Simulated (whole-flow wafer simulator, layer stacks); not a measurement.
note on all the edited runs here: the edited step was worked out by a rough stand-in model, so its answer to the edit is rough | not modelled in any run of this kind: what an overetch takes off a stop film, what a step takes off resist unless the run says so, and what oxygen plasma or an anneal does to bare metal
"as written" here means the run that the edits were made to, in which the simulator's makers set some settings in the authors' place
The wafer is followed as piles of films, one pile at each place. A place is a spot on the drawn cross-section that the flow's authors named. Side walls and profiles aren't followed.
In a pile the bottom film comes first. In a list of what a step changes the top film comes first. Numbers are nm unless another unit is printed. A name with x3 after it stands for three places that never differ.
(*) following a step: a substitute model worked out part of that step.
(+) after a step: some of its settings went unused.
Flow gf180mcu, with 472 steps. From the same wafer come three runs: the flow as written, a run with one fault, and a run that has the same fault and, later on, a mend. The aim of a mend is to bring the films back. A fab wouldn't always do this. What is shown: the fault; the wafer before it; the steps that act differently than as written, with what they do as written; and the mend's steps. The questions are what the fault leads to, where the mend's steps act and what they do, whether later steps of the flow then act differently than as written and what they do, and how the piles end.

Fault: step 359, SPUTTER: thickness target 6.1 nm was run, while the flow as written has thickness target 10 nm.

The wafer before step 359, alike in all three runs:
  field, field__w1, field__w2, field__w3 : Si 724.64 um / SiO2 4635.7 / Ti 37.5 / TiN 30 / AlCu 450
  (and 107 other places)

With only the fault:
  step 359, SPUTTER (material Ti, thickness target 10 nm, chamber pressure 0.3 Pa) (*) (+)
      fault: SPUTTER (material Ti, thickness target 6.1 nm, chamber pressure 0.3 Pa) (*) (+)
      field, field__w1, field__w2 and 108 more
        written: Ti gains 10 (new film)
        fault: Ti gains 6.1 (new film)
  Later steps of the flow acting differently than as written (5 other steps are not shown; they differ only slightly, by no more than 2% or 0.5 nm, whichever is larger):
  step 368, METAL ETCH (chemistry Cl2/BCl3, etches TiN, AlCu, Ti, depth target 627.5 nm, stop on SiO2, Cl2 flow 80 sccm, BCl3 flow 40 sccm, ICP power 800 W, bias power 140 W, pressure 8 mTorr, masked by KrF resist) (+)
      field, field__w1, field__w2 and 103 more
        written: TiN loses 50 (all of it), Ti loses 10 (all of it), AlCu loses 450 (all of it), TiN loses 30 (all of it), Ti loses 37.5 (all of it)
        fault: TiN loses 50 (all of it), Ti loses 6.1 (all of it), AlCu loses 450 (all of it), TiN loses 30 (all of it), Ti loses 37.5 (all of it)
  The piles end different from the flow's at field__w8, contact, m1, m1__w1, m1_nw by more than 2% or 0.5 nm, whichever is larger.
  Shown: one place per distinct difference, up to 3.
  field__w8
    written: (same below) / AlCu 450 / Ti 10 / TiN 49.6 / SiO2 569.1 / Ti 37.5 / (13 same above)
    fault: (same below) / AlCu 450 / Ti 6.1 / TiN 49.6 / SiO2 573 / Ti 37.5 / (13 same above)
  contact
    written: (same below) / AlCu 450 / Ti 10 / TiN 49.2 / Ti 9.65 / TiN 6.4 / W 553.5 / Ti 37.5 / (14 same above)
    fault: (same below) / AlCu 450 / Ti 6.1 / TiN 49.2 / Ti 9.63 / TiN 6.39 / W 557.4 / Ti 37.5 / (14 same above)

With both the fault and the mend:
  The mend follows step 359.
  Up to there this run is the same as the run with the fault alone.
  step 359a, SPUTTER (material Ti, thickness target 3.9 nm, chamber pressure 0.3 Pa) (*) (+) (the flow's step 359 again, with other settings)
      field, field__w1, field__w2 and 108 more
        Ti gains 3.9
  Every later step of the flow that is run acts as written at every place that is followed.
  By the end, the piles equal the flow's at every place that both follow.
